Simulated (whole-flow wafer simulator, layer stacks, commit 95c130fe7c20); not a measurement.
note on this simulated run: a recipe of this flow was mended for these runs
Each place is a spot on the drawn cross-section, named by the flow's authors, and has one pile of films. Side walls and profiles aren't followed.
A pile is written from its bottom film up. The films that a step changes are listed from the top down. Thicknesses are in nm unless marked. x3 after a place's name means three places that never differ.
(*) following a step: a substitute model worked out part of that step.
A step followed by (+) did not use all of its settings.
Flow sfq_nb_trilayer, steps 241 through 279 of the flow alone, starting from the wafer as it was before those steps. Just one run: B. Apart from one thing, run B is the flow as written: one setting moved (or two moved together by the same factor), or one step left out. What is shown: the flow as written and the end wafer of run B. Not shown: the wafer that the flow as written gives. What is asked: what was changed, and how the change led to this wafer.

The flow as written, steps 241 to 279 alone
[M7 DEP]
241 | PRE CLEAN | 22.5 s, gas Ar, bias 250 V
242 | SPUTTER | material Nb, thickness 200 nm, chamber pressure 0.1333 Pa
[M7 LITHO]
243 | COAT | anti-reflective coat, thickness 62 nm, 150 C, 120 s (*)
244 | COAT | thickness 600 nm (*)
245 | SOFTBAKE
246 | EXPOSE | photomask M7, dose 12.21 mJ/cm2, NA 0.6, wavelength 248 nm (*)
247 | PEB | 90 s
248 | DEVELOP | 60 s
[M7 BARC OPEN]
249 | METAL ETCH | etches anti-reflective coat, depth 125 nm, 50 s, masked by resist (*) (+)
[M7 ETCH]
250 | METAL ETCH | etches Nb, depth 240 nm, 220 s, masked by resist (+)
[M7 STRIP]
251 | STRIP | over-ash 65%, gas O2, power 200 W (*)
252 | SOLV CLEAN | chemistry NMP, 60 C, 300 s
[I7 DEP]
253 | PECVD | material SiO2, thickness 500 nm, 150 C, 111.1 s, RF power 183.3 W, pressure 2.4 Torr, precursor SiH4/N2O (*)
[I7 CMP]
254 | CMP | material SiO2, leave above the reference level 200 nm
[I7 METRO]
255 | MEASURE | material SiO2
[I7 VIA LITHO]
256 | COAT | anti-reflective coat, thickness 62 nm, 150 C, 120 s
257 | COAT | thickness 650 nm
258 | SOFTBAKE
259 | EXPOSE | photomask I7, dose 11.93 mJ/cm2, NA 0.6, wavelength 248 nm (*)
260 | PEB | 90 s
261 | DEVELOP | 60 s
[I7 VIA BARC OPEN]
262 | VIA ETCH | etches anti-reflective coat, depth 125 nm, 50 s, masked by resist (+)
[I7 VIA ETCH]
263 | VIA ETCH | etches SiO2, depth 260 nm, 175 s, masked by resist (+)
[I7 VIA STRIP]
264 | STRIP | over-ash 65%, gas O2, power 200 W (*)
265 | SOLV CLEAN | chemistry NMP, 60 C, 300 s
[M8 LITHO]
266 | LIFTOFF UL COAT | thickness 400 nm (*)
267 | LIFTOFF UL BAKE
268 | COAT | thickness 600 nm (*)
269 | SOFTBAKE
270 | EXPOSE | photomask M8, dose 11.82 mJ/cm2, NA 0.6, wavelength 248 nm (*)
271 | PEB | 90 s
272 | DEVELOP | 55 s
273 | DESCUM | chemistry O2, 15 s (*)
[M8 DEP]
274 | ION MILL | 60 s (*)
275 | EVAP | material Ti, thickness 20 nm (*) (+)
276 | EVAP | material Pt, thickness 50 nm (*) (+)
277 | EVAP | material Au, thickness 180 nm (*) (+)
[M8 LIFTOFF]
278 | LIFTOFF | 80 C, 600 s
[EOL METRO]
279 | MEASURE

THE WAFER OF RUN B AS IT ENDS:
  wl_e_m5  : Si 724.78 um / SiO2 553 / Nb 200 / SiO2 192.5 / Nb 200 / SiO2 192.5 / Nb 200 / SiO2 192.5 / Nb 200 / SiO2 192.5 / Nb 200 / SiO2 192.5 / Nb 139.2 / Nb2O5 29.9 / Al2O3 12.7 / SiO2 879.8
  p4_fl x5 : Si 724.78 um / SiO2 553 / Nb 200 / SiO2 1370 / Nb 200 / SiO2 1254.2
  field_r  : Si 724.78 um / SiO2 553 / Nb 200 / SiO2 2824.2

The reason: step 242, SPUTTER: thickness 80 nm was run, while the flow as written has thickness 200 nm.

The path from the change to this, step by step:
  242 | SPUTTER | material Nb, thickness 200 nm, chamber pressure 0.1333 Pa
      field_l, v_sur, via_wl and 102 more: +80 Nb (new film) (as written it would have been: +200 Nb (new film))
      via_v: +63.9 Nb (as written it would have been: +159.9 Nb)
  243 | COAT | anti-reflective coat, thickness 62 nm, 150 C, 120 s (*)
      via_sp: +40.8 anti-reflective coat (new film) (as written it would have been: +41.7 anti-reflective coat (new film))
      via_v: +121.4 anti-reflective coat (new film) (as written it would have been: +128 anti-reflective coat (new film))
      (and at 1 other place as well)
  250 | METAL ETCH | etches Nb, depth 240 nm, 220 s, masked by resist (+)
      field_l, field_r, lsp_l and 62 more: -80 Nb (all of it), -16 SiO2 (as written it would have been: -200 Nb (all of it), -4 SiO2)
  251 | STRIP | over-ash 65%, gas O2, power 200 W (*)
      via_sp: -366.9 KrF-resist-other-grade (all of it), -40.8 anti-reflective coat (all of it) (as written it would have been: -364.2 KrF-resist-other-grade (all of it), -41.7 anti-reflective coat (all of it))
      via_v: -493.2 KrF-resist-other-grade (all of it), -121.4 anti-reflective coat (all of it) (as written it would have been: -506.5 KrF-resist-other-grade (all of it), -128 anti-reflective coat (all of it))
      (and at 1 other place as well)
  253 | PECVD | material SiO2, thickness 500 nm, 150 C, 111.1 s, RF power 183.3 W, pressure 2.4 Torr, precursor SiH4/N2O (*)
      field_r, lsp_l: +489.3 SiO2 (as written it would have been: +477.2 SiO2)
      m7r_space_l x2: +500 SiO2 (as written it would have been: +561.1 SiO2)
      (and at 1 other place as well)
  254 | CMP | material SiO2, leave above the reference level 200 nm
      field_l, p4_fl x5, p4_w1 x9 and 44 more: -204 SiO2 (as written it would have been: -96 SiO2)
      field_r, lsp_l: -193.3 SiO2 (as written it would have been: -73.2 SiO2)
      (and at 5 other places as well)
